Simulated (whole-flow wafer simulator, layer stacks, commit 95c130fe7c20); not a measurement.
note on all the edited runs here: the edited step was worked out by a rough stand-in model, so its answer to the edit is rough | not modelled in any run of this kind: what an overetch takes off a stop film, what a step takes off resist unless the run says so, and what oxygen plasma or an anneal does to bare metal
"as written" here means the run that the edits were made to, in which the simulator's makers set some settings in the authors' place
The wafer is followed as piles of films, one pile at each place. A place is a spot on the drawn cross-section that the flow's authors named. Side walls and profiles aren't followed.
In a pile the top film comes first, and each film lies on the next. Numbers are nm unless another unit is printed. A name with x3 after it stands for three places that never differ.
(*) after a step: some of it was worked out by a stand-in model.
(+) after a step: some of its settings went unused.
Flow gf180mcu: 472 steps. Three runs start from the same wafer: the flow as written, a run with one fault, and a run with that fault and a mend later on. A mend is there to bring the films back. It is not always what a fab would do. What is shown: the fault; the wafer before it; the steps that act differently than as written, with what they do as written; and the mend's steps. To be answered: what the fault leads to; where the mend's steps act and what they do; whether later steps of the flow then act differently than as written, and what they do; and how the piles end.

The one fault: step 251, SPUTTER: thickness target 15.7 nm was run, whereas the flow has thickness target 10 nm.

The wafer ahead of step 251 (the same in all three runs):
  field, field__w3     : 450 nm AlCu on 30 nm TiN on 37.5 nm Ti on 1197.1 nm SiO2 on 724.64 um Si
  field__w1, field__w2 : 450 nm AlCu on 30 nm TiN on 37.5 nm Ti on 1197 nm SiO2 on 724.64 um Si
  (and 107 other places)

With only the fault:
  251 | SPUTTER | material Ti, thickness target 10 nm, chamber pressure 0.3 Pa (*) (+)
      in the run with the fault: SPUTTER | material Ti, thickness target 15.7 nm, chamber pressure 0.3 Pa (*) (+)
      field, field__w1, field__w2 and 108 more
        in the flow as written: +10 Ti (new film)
        in the run with the fault: +15.7 Ti (new film)
  Steps later in the flow that act otherwise than as written (5 more steps, not shown, differ only slightly: by at most 2% or 0.5 nm, whichever is larger):
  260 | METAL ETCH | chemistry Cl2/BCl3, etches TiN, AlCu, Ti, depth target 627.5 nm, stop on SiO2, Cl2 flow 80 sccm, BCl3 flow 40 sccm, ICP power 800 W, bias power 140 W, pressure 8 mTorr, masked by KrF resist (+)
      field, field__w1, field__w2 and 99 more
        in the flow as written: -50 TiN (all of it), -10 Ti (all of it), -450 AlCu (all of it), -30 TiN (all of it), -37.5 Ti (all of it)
        in the run with the fault: -50 TiN (all of it), -15.7 Ti (all of it), -450 AlCu (all of it), -30 TiN (all of it), -37.5 Ti (all of it)
  By the end, the piles at field__w8, contact, m1 and 6 more depart from the flow's by more than 2% or 0.5 nm, whichever is larger.
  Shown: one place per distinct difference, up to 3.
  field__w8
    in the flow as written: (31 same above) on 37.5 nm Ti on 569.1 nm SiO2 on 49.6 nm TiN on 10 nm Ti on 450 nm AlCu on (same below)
    in the run with the fault: (31 same above) on 37.5 nm Ti on 563.4 nm SiO2 on 49.6 nm TiN on 15.7 nm Ti on 450 nm AlCu on (same below)
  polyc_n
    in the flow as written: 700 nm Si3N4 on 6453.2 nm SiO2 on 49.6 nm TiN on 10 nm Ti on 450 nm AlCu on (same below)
    in the run with the fault: 700 nm Si3N4 on 6447.5 nm SiO2 on 49.6 nm TiN on 15.7 nm Ti on 450 nm AlCu on (same below)
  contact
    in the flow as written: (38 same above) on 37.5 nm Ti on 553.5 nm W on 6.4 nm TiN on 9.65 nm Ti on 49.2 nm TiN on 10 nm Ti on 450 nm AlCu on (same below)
    in the run with the fault: (38 same above) on 37.5 nm Ti on 547.7 nm W on 6.43 nm TiN on 9.68 nm Ti on 49.2 nm TiN on 15.7 nm Ti on 450 nm AlCu on (same below)

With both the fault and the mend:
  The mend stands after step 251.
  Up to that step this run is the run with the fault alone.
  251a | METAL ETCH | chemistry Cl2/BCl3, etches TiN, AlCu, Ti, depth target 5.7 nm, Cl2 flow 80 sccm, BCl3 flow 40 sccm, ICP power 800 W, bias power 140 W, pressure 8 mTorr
      field, field__w1, field__w2 and 108 more
        -5.7 Ti
  Later steps of the flow that are run all act as written at every place that is followed.
  At every place that both follow, the piles at the end match the flow's.
